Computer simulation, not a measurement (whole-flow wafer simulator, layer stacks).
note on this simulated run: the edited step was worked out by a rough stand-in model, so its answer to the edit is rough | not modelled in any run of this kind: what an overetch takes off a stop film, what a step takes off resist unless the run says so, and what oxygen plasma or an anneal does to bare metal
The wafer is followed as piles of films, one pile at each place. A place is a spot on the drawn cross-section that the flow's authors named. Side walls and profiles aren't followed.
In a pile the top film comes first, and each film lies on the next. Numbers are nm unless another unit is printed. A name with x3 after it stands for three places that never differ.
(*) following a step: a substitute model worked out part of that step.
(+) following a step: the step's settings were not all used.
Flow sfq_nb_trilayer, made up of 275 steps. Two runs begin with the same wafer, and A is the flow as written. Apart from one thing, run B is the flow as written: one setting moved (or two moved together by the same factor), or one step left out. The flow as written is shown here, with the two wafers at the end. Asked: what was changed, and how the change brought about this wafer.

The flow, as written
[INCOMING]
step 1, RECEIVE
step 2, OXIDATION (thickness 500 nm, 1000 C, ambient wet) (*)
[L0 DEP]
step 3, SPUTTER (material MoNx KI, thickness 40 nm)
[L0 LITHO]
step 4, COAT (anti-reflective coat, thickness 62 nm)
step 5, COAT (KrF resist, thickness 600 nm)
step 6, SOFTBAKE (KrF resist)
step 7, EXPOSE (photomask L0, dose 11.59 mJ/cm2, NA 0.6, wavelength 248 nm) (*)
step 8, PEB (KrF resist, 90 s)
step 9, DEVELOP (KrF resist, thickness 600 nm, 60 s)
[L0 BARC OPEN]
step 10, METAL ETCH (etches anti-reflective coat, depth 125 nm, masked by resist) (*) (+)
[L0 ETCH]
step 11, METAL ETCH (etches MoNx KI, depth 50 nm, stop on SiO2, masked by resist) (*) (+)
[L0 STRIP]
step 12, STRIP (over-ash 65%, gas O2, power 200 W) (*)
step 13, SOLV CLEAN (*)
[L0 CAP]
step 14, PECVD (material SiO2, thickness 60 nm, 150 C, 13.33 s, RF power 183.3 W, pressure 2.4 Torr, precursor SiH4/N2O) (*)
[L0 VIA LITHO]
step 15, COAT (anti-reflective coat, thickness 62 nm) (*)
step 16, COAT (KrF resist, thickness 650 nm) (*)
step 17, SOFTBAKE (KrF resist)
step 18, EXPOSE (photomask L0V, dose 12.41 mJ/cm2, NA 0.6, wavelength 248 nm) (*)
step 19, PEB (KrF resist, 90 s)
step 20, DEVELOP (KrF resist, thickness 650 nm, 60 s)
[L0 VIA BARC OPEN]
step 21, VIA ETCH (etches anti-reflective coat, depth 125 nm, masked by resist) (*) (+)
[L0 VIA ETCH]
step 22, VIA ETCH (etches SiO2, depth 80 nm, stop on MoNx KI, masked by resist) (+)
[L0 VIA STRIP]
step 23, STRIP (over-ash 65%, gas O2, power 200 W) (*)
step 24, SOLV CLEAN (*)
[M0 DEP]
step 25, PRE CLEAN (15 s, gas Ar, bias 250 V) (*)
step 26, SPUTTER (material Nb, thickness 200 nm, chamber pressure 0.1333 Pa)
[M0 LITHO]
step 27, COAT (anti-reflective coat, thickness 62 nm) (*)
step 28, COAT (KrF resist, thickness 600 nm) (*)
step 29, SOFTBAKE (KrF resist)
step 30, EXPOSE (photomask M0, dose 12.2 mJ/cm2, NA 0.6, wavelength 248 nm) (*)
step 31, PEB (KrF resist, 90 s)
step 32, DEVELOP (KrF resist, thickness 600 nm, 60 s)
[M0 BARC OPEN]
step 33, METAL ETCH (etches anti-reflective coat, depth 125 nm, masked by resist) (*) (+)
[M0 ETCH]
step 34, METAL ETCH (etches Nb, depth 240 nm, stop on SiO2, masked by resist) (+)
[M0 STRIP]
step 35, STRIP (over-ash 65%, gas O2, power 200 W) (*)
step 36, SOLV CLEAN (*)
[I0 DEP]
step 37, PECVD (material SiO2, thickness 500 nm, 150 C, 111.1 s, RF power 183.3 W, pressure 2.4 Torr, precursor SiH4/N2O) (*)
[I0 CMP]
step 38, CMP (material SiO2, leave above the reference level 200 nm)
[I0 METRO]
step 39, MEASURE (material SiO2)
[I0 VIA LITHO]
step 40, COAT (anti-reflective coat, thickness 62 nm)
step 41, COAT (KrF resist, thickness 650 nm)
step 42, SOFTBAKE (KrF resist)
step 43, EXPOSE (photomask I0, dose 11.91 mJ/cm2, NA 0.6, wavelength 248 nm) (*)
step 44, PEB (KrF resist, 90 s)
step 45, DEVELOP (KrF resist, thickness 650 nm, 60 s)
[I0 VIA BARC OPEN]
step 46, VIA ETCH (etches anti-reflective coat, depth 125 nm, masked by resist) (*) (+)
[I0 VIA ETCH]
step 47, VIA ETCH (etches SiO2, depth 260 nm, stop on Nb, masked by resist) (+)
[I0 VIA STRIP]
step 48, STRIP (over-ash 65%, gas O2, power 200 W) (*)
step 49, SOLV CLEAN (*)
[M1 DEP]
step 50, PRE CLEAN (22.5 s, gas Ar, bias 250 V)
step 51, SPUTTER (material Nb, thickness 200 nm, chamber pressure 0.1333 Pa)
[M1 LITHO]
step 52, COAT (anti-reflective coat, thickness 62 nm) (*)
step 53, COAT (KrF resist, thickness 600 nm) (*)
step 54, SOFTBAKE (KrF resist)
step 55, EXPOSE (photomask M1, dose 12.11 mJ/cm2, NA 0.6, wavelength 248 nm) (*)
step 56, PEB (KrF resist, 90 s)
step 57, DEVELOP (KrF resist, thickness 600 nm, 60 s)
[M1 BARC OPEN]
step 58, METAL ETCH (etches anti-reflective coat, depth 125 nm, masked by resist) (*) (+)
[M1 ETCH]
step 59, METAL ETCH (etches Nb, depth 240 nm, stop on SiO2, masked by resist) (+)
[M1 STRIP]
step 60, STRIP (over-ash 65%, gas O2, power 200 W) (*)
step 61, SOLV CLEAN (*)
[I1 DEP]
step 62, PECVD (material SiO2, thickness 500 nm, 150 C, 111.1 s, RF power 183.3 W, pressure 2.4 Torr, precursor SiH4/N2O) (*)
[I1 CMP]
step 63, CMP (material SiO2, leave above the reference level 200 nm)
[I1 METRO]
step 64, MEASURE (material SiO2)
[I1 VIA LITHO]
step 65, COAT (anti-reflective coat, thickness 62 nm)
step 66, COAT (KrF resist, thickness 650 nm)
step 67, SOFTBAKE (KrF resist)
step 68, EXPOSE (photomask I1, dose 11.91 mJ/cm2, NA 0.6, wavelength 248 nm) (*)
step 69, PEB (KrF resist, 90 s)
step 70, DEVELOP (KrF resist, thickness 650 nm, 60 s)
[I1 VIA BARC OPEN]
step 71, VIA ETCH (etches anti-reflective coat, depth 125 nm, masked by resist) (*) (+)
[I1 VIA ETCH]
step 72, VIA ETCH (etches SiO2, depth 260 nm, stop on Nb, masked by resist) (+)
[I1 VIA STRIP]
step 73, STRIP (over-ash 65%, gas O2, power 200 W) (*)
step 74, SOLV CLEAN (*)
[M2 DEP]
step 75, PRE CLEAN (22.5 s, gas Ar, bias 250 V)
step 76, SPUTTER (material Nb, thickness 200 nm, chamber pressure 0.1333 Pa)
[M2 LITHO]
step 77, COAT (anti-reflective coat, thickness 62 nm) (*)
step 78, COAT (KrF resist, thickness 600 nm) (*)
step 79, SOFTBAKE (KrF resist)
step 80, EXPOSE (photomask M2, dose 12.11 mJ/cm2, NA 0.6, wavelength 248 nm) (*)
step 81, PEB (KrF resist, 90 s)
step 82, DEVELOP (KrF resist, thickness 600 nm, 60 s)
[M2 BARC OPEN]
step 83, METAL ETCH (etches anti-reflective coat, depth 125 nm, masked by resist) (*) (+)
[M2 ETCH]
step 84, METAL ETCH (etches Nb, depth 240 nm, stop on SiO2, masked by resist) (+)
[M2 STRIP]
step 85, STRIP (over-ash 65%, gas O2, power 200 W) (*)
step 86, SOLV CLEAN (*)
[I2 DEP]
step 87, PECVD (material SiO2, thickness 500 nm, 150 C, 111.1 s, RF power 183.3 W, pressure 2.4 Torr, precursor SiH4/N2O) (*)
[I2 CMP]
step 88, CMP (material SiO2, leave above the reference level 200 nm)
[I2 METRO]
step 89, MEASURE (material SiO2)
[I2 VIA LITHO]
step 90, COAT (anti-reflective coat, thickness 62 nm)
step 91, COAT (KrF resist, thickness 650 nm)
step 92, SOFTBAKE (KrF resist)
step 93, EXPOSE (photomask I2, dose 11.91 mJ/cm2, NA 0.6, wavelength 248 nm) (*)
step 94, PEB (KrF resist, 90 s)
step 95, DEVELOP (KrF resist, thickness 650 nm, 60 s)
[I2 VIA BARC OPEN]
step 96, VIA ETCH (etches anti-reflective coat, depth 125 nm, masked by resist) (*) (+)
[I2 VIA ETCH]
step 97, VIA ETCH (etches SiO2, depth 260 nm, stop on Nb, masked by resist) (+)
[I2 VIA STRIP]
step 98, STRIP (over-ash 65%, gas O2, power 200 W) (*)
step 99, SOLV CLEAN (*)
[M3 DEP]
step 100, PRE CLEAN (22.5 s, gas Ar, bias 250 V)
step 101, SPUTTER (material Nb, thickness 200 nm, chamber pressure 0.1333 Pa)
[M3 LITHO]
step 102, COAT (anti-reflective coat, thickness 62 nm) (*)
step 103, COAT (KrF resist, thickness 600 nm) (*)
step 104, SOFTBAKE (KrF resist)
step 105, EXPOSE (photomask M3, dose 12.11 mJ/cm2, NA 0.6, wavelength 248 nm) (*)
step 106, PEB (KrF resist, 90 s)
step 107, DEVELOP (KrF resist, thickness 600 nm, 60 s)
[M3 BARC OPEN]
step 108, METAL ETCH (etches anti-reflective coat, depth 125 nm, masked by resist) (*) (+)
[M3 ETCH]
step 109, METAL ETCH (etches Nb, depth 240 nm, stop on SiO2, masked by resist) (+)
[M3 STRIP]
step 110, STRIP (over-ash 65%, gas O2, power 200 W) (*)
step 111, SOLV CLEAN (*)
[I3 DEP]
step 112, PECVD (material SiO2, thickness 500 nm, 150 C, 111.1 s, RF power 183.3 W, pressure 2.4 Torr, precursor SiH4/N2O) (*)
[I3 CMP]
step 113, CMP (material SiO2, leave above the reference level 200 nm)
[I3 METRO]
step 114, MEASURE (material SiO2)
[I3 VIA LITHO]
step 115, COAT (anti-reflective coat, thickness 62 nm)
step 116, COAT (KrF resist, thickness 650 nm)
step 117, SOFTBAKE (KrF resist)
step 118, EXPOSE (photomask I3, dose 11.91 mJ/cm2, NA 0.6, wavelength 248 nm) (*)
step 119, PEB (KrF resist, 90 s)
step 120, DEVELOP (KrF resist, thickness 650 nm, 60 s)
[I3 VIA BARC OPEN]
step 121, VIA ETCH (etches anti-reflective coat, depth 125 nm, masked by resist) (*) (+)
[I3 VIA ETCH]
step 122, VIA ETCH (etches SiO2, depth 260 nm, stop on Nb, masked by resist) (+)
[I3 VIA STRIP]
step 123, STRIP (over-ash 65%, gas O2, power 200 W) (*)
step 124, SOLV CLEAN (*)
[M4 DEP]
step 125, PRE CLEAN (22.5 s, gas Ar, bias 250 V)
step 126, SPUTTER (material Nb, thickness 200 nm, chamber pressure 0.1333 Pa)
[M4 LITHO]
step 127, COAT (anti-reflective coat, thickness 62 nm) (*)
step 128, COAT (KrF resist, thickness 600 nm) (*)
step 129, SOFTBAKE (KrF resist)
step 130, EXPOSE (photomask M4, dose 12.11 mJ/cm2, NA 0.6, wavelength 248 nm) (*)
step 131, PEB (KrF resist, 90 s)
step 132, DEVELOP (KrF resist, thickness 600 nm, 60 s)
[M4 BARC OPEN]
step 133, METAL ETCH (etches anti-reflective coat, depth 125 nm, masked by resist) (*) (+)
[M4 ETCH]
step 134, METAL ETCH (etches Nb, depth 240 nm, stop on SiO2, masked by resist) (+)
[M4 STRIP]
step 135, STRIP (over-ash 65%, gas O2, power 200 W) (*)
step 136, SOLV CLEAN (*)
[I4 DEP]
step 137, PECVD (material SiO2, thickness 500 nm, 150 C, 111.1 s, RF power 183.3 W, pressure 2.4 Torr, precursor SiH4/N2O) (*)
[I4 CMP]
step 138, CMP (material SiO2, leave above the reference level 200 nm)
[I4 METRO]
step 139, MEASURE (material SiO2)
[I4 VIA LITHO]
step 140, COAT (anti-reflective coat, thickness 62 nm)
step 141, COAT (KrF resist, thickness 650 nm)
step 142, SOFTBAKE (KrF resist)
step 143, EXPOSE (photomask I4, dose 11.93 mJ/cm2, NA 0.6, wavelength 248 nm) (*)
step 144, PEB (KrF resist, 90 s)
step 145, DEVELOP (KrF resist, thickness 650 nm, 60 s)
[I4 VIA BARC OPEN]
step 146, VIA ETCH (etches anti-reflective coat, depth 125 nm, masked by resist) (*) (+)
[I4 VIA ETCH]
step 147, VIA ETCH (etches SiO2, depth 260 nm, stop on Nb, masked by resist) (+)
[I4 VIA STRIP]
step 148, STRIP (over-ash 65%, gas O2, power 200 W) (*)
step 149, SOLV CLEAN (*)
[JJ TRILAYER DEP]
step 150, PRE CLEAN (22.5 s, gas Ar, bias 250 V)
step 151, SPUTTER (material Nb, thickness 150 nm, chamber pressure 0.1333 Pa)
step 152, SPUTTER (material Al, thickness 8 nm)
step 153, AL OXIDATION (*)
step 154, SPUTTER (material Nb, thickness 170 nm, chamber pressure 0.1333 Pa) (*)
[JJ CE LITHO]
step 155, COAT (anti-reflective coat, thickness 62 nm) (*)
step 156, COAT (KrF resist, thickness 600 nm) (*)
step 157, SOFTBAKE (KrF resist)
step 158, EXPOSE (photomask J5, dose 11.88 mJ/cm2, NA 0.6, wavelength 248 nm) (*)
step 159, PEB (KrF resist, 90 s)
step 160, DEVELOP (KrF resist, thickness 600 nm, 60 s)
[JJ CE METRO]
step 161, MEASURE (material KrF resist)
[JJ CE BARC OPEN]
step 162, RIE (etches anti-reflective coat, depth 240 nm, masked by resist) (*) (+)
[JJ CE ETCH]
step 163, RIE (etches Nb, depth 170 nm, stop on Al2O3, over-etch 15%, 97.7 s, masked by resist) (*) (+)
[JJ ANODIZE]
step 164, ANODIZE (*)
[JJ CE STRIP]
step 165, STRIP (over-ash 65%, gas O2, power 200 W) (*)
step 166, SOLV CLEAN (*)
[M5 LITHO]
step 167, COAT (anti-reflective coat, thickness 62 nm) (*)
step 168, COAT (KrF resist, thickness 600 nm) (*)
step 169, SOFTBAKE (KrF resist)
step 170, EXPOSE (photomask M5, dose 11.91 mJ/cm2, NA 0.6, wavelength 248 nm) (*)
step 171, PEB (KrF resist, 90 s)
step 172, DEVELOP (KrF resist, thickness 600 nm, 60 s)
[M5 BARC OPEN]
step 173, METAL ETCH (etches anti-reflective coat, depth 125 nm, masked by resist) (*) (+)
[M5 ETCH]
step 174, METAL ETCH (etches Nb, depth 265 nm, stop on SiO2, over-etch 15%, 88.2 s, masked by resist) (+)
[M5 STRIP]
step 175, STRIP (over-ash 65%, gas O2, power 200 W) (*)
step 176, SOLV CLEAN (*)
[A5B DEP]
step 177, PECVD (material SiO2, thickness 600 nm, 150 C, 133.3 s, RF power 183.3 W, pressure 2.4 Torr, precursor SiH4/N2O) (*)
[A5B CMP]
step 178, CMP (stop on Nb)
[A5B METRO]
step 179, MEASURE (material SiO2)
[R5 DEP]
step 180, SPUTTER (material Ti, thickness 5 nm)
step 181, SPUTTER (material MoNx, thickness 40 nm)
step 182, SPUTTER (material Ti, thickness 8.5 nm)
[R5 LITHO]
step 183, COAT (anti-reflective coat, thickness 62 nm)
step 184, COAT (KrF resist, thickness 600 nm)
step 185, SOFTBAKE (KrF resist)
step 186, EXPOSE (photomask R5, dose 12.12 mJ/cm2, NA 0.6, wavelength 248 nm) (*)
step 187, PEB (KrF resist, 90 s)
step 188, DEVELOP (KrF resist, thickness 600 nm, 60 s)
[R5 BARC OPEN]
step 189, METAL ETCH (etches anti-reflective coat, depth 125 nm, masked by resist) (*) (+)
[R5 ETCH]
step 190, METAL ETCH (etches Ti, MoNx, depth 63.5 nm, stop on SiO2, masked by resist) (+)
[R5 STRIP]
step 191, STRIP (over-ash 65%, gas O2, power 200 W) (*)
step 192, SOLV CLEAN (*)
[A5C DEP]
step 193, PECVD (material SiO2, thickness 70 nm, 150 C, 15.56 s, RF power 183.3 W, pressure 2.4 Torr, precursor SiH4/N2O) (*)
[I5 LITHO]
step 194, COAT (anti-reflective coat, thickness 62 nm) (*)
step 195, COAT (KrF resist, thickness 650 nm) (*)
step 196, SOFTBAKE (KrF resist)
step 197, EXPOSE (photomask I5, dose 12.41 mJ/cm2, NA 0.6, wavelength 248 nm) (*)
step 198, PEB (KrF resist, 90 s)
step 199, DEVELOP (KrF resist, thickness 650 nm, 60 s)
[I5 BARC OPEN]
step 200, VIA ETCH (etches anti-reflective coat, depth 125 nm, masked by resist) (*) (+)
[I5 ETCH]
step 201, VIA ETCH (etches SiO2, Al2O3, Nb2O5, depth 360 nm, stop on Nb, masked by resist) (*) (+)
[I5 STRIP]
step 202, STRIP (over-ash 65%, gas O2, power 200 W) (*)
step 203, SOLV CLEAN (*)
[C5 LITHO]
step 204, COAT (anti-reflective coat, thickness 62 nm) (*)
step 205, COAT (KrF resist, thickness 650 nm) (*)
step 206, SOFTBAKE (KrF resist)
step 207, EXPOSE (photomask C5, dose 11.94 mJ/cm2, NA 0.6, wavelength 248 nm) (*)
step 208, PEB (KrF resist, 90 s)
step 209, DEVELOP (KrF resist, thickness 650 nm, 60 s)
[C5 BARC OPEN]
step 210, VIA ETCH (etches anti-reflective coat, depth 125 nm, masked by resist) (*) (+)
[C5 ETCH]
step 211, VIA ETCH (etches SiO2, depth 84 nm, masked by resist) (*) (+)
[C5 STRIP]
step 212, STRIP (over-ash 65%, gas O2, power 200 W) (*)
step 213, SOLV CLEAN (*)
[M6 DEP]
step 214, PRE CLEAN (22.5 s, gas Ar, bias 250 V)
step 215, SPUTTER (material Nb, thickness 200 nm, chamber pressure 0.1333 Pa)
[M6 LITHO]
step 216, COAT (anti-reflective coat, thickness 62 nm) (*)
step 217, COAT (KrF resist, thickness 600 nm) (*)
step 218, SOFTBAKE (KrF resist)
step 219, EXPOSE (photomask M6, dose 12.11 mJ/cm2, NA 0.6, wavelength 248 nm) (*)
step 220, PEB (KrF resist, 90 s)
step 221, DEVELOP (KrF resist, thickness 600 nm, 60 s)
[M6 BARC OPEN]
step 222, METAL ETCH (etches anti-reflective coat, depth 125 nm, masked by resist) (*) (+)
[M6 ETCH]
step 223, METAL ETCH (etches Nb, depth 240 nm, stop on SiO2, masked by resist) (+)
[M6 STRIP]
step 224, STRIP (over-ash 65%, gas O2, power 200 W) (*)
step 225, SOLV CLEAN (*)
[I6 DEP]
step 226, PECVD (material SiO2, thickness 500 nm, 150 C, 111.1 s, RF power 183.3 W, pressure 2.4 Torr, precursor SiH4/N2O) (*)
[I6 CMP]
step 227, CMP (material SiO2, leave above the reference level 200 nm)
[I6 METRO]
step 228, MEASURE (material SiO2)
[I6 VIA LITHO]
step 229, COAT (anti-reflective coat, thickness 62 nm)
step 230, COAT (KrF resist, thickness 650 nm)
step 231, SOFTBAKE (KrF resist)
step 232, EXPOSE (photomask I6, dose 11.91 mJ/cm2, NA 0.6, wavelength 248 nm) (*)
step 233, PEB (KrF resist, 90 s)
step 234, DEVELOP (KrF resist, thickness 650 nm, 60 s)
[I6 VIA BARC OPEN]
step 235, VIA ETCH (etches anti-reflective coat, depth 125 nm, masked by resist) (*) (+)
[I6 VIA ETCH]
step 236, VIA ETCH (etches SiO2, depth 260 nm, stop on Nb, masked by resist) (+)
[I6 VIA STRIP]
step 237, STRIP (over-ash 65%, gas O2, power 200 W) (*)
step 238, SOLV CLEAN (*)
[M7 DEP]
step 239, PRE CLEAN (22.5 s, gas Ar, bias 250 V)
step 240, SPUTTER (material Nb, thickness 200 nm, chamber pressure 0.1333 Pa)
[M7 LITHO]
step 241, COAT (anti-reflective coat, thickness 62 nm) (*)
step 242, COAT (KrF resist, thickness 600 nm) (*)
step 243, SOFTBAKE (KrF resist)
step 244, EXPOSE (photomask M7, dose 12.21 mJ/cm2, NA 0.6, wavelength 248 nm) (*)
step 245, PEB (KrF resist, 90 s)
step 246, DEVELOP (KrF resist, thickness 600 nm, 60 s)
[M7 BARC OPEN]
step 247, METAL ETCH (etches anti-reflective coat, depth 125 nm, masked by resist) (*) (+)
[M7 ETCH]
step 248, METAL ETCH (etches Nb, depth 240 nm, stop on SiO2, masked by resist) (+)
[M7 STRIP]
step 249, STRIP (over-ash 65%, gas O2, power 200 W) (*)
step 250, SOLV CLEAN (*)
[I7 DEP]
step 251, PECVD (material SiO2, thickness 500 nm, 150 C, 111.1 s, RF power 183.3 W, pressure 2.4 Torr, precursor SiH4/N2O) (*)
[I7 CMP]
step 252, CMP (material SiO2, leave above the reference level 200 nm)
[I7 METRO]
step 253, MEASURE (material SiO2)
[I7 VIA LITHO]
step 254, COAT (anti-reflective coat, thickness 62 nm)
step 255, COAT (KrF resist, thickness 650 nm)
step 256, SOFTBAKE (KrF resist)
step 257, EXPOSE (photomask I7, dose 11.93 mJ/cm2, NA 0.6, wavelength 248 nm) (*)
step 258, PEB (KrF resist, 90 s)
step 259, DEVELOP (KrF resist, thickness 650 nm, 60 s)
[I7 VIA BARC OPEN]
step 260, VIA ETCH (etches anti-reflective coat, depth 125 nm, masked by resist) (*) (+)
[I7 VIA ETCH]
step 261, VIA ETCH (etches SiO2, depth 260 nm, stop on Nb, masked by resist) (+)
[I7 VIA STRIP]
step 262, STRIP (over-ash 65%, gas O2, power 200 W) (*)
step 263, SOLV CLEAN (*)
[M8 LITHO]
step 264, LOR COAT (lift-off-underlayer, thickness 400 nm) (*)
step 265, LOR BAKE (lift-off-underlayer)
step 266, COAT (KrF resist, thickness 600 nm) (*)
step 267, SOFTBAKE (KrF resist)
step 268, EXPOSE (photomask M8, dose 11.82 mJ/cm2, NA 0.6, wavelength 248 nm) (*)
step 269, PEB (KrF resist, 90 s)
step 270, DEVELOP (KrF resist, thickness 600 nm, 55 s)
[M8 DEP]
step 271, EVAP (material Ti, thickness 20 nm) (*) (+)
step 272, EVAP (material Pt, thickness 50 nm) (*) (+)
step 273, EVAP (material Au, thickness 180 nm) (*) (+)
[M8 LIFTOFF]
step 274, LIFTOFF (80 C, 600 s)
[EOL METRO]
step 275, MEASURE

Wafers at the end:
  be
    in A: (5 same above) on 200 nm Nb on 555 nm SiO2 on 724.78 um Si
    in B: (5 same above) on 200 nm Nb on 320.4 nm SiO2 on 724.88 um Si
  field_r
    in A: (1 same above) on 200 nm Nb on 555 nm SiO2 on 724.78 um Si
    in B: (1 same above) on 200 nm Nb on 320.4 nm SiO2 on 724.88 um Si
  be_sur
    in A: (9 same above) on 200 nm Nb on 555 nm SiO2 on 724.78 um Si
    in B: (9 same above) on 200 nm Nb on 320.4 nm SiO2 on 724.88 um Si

Cause: step 2, OXIDATION: 925 C was run, whereas the flow has 1000 C.

The path from the change to this, step by step:
  step 2, OXIDATION (thickness 500 nm, 1000 C, ambient wet) (*)
      field_l, v_sur, via_wl and 103 more: A SiO2 gains 500 (new film), chemical SiO2 loses 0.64 (all of it), Si loses 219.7 | B SiO2 gains 265.4 (new film), chemical SiO2 loses 0.64 (all of it), Si loses 116.5
